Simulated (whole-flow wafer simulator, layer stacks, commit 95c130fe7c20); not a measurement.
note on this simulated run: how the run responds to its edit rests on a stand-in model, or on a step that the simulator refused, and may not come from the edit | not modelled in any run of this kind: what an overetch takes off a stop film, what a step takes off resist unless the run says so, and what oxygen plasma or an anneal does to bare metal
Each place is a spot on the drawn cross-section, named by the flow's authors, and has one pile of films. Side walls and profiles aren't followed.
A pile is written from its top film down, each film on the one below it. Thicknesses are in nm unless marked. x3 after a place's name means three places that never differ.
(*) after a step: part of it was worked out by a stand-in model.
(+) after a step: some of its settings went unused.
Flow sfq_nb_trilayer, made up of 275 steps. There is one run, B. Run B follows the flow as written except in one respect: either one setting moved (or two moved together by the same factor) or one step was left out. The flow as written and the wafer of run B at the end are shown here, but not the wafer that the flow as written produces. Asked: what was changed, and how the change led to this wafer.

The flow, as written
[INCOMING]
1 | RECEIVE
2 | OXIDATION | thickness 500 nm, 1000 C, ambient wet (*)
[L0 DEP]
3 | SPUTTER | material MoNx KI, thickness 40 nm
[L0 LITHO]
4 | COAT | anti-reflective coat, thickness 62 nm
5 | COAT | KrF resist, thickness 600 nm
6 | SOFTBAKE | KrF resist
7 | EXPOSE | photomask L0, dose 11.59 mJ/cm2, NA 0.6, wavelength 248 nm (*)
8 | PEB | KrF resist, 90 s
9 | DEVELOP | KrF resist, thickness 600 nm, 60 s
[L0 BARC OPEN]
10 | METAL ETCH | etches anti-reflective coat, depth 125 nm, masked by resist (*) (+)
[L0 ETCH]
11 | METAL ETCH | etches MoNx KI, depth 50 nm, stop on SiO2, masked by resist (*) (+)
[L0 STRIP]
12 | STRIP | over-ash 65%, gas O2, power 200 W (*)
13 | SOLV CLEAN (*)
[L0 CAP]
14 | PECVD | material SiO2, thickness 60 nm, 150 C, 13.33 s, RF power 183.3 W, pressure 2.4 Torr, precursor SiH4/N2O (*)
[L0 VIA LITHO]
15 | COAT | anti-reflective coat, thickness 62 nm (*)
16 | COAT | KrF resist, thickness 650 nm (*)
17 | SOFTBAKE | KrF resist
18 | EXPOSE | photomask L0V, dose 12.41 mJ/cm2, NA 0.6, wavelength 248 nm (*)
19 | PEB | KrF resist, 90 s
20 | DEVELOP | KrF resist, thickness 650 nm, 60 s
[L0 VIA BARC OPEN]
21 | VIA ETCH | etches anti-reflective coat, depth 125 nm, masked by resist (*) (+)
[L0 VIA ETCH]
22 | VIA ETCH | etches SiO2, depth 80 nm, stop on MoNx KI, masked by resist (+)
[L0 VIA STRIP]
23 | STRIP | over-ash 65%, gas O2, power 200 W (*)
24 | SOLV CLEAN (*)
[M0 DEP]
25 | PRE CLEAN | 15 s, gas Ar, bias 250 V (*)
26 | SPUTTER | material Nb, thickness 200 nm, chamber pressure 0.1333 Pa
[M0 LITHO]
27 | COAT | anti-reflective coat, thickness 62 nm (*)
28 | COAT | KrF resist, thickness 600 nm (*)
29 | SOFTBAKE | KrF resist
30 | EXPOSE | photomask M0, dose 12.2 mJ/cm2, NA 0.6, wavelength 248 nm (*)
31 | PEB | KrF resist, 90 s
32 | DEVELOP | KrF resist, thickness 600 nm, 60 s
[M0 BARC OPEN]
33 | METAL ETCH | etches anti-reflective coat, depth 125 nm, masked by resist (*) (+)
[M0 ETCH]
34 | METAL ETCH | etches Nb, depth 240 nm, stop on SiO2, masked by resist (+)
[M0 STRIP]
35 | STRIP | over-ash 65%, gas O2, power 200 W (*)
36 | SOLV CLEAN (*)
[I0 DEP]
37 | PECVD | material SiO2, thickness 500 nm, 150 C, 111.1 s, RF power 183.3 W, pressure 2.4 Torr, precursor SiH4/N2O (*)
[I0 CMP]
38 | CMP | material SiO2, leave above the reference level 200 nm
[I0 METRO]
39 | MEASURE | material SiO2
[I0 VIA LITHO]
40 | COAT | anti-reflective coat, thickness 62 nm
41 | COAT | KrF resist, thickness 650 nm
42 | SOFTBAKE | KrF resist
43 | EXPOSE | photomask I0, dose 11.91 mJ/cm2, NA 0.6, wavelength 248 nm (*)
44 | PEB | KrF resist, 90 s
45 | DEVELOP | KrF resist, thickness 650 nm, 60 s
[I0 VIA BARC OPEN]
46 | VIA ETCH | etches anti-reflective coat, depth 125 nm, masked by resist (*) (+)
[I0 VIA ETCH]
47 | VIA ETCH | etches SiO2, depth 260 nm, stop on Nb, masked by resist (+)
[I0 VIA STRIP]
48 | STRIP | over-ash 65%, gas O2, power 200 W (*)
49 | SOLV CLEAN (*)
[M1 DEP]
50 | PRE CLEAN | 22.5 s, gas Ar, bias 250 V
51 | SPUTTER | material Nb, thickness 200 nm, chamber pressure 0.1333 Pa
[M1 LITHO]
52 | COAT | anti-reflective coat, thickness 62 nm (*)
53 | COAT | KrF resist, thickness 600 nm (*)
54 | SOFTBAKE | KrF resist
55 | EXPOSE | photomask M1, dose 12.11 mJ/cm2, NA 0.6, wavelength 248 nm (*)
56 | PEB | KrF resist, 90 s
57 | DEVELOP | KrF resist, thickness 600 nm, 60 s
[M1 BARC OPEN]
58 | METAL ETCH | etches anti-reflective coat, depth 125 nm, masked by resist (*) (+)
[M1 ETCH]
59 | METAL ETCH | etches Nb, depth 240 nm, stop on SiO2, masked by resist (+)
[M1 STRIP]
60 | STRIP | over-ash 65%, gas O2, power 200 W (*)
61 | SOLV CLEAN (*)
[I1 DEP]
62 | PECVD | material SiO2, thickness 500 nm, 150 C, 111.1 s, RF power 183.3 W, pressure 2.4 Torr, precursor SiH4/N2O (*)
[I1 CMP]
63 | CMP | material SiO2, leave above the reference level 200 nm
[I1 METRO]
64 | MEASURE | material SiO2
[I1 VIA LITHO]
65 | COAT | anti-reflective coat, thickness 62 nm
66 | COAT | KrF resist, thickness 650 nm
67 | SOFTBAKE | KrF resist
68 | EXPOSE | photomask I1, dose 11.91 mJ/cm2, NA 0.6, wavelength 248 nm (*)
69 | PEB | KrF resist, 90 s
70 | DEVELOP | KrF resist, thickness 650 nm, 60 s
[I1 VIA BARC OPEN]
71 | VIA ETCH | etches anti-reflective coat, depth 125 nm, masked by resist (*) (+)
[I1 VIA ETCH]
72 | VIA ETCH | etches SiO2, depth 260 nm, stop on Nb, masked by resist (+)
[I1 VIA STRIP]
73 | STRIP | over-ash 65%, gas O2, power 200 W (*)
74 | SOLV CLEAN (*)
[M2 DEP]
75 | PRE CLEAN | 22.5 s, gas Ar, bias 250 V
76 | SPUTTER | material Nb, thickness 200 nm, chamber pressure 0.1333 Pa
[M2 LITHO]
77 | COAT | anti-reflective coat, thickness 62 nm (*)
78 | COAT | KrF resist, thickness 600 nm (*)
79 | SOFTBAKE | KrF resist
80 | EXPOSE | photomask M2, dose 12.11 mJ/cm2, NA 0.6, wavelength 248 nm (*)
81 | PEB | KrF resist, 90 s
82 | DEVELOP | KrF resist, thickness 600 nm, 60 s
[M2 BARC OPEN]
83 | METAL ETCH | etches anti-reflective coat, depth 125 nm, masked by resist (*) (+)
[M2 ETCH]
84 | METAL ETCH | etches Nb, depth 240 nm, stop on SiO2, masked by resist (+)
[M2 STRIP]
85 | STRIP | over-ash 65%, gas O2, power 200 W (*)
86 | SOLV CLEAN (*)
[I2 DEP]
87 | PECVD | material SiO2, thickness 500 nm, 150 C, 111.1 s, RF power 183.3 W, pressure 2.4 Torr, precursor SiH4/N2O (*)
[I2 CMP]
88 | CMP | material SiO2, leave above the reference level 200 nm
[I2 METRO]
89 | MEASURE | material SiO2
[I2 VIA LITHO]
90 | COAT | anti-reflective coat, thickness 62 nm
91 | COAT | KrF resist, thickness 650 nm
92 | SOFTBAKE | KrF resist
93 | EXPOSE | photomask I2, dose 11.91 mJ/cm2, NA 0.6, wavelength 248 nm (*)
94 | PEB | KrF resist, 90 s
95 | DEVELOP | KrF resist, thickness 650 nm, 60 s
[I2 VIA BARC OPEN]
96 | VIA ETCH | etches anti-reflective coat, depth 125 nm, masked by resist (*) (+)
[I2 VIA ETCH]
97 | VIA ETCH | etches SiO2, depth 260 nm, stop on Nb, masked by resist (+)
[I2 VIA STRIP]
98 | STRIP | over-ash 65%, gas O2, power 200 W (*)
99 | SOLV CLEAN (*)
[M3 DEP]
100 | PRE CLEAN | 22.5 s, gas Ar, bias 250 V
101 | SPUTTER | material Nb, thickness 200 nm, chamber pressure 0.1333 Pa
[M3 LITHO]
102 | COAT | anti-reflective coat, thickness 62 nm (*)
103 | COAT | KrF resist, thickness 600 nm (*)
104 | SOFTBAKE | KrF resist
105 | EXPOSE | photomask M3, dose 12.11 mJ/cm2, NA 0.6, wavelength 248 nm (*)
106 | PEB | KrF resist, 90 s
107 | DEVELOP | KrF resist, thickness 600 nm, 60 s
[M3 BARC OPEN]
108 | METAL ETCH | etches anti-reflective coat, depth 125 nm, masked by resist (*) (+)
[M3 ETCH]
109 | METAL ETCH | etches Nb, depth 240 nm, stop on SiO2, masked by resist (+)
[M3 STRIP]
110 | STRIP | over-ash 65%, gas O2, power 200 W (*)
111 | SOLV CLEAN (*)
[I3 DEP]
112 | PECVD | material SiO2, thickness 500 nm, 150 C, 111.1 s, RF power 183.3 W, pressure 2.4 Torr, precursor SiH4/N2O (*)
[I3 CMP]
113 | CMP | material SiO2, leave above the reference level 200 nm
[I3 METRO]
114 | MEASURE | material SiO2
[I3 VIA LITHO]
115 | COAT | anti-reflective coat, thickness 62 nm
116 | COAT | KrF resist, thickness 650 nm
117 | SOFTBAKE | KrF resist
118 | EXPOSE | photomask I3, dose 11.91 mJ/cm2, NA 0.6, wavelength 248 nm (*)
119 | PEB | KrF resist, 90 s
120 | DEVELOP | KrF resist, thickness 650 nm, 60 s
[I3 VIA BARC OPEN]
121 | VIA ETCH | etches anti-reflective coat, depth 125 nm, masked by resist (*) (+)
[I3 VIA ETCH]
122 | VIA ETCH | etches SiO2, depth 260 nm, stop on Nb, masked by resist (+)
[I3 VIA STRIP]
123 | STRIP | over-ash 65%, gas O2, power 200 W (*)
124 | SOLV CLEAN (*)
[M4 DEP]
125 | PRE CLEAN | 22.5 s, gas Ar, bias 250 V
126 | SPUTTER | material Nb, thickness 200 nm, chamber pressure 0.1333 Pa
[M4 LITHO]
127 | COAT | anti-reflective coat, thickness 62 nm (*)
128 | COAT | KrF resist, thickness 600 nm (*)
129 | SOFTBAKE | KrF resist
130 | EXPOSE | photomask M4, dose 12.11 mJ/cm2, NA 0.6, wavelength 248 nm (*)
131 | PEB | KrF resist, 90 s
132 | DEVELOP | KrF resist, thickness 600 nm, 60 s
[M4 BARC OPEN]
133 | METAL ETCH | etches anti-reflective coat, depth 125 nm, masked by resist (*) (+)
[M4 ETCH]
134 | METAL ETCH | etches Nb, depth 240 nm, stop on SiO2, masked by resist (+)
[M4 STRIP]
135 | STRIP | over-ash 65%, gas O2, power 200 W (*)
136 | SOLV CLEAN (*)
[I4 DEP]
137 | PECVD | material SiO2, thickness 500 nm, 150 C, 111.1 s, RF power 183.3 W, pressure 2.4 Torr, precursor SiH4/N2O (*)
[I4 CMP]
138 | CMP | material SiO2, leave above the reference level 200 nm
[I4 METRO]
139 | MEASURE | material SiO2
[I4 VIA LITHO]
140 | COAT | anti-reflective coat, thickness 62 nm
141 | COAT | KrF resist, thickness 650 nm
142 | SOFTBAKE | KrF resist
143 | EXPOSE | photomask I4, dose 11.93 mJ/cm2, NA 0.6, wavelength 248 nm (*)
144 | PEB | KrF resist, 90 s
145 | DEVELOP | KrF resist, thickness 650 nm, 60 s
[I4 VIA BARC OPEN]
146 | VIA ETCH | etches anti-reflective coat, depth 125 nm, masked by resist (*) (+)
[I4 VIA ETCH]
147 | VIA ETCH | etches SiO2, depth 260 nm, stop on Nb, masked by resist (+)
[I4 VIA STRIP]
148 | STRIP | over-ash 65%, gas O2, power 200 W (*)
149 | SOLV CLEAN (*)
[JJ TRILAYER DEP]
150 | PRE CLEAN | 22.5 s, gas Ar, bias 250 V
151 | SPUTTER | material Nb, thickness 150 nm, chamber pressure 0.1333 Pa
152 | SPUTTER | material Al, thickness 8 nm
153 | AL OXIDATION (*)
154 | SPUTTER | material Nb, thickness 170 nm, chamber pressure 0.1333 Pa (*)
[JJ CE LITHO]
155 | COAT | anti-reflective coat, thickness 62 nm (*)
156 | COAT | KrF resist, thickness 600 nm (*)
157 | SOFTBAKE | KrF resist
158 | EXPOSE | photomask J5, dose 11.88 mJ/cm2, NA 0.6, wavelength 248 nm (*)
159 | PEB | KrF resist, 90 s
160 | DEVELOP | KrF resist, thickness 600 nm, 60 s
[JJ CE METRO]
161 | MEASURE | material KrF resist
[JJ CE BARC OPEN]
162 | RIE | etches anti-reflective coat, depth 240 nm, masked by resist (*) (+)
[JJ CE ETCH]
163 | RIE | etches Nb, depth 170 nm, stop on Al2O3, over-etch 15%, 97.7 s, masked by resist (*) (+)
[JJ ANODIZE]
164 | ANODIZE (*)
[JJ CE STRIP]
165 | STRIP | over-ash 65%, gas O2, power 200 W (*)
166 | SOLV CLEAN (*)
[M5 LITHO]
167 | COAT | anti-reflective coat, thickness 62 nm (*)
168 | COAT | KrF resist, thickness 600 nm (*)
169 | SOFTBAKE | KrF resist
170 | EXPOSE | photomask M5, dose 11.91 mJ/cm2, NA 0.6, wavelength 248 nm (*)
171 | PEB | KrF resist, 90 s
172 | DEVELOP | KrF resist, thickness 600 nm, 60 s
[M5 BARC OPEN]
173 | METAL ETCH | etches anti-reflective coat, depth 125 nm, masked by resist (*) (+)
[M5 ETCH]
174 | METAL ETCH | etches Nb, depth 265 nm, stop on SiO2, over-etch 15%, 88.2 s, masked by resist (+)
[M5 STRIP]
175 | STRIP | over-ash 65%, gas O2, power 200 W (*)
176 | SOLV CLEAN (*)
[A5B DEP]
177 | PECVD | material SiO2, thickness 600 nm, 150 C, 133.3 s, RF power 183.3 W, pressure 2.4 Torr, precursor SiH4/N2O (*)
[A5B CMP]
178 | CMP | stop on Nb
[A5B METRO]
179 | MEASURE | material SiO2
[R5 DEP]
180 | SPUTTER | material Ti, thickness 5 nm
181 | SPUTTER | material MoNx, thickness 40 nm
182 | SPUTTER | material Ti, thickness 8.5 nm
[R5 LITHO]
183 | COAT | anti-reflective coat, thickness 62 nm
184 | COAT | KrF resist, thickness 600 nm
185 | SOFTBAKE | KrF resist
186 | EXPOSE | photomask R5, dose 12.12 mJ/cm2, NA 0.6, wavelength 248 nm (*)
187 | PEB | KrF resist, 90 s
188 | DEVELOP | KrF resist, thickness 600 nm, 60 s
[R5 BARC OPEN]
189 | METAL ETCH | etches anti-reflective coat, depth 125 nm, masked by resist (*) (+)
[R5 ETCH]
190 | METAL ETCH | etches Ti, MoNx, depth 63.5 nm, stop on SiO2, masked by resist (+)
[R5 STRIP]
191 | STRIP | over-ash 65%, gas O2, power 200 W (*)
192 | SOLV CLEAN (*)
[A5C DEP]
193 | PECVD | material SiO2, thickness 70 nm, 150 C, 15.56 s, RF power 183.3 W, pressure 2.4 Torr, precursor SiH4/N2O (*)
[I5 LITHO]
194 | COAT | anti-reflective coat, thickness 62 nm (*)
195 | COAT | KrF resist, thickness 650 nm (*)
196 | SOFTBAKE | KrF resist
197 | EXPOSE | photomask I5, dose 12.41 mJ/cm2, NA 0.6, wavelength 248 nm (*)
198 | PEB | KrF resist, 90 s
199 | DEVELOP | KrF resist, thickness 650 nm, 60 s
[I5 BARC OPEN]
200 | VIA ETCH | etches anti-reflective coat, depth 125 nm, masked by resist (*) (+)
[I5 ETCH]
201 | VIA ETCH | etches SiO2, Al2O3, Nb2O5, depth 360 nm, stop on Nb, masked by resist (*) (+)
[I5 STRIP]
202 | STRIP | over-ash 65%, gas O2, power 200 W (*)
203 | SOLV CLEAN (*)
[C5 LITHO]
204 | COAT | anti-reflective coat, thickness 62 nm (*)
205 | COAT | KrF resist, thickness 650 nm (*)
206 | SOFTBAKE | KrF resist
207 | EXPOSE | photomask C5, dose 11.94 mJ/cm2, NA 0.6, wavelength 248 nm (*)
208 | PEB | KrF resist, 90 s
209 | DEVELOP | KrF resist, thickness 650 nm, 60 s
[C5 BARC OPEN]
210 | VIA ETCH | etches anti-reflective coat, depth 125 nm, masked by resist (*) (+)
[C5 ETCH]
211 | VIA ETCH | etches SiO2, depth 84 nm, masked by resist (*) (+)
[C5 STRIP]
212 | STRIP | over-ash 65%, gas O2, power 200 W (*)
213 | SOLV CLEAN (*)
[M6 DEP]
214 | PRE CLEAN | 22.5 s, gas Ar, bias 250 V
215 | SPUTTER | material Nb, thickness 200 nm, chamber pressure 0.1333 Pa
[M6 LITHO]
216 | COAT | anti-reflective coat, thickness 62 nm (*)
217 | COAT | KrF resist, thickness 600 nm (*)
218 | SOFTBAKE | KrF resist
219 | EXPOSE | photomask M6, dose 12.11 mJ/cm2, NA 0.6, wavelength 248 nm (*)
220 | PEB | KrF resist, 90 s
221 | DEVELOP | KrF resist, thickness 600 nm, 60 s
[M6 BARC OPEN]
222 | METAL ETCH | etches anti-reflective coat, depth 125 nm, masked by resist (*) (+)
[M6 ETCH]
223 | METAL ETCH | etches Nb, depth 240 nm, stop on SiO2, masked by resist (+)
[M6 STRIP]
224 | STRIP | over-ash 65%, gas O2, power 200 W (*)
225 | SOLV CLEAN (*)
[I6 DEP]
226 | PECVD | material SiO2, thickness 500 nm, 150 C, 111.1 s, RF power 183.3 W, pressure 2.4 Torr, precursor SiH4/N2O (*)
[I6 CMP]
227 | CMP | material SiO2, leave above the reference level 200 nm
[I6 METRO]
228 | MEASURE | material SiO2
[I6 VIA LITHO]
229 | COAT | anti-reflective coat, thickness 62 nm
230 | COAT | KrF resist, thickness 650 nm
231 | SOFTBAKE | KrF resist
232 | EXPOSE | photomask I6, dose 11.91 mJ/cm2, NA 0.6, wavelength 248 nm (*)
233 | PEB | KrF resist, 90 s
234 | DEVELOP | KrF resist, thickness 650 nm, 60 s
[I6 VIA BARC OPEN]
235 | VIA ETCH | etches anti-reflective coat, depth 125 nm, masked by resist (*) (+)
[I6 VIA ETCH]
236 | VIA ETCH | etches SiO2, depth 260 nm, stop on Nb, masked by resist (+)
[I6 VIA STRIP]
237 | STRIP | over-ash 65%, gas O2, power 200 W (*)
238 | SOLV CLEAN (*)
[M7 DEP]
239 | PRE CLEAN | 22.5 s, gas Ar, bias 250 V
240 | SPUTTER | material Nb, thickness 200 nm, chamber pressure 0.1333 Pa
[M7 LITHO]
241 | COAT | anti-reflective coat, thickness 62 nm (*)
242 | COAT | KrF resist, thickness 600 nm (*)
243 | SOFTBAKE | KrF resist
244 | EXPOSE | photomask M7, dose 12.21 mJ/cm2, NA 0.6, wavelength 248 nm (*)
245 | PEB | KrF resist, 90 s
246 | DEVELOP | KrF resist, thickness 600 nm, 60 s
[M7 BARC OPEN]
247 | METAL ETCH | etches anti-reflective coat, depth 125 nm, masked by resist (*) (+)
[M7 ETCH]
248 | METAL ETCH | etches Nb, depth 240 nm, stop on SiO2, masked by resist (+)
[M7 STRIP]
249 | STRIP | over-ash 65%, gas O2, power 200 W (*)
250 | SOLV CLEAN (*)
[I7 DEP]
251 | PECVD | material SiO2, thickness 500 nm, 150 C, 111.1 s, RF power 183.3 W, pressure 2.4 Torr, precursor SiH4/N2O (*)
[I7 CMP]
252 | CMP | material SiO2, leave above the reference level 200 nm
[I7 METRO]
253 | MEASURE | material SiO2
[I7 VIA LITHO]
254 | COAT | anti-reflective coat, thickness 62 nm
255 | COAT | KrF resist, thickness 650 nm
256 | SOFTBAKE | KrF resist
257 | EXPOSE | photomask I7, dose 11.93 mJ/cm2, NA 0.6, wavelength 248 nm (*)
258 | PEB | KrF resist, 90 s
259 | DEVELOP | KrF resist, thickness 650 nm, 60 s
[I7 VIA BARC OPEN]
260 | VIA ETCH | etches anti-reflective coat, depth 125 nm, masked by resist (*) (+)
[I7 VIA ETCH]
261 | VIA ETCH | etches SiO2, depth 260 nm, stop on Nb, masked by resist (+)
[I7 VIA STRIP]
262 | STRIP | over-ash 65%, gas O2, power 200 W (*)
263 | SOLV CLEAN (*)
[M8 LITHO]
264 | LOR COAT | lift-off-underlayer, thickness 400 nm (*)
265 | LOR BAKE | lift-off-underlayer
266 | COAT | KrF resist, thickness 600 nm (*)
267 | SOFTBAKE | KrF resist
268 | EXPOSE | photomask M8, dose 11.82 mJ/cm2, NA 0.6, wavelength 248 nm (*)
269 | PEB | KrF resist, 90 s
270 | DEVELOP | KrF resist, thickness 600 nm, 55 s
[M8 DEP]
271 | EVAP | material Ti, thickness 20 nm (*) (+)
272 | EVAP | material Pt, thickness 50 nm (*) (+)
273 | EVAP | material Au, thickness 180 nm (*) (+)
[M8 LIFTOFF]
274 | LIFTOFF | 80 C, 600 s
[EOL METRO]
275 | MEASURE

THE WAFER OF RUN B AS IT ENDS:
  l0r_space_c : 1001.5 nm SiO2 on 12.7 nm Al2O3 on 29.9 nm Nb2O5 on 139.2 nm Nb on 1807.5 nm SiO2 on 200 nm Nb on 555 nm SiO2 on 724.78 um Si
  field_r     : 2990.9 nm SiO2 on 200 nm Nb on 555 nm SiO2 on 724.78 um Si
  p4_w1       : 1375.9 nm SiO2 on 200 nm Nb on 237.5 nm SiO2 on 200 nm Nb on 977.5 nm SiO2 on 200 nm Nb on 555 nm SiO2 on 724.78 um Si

What caused this: step 113, CMP: leave above the reference level 245 nm was run, whereas the flow has leave above the reference level 200 nm.

How this came from the change, step by step:
  113 | CMP | material SiO2, leave above the reference level 200 nm
      field_l, be, be_sur and 64 more: SiO2 loses 55 (it would be, as written: SiO2 loses 100)
      v_sur, via_wl, via_wr and 27 more: SiO2 loses 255 (it would be, as written: SiO2 loses 300)
      (also at 9 further places)
  122 | VIA ETCH | etches SiO2, depth 260 nm, stop on Nb, masked by resist (+)
      via_v: SiO2 loses 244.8 (all of it) (it would be, as written: SiO2 loses 199.8 (all of it))
  126 | SPUTTER | material Nb, thickness 200 nm, chamber pressure 0.1333 Pa
      via_v: Nb gains 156 (it would be, as written: Nb gains 165.5)
  127 | COAT | anti-reflective coat, thickness 62 nm (*)
      via_v: anti-reflective coat gains 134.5 (new film) (it would be, as written: anti-reflective coat gains 124.8 (new film))
      wire: anti-reflective coat gains 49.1 (new film) (it would be, as written: anti-reflective coat gains 50.2 (new film))
  128 | COAT | KrF resist, thickness 600 nm (*)
      via_v: KrF resist gains 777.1 (new film) (it would be, as written: KrF resist gains 739.8 (new film))
  135 | STRIP | over-ash 65%, gas O2, power 200 W (*)
      via_v: KrF resist loses 559.1 (all of it), anti-reflective coat loses 134.5 (all of it) (it would be, as written: KrF resist loses 521.8 (all of it), anti-reflective coat loses 124.8 (all of it))
      wire: KrF resist loses 371.1 (all of it), anti-reflective coat loses 49.1 (all of it) (it would be, as written: KrF resist loses 374.5 (all of it), anti-reflective coat loses 50.2 (all of it))
  137 | PECVD | material SiO2, thickness 500 nm, 150 C, 111.1 s, RF power 183.3 W, pressure 2.4 Torr, precursor SiH4/N2O (*)
      via_v: SiO2 gains 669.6 (new film) (it would be, as written: SiO2 gains 615 (new film))
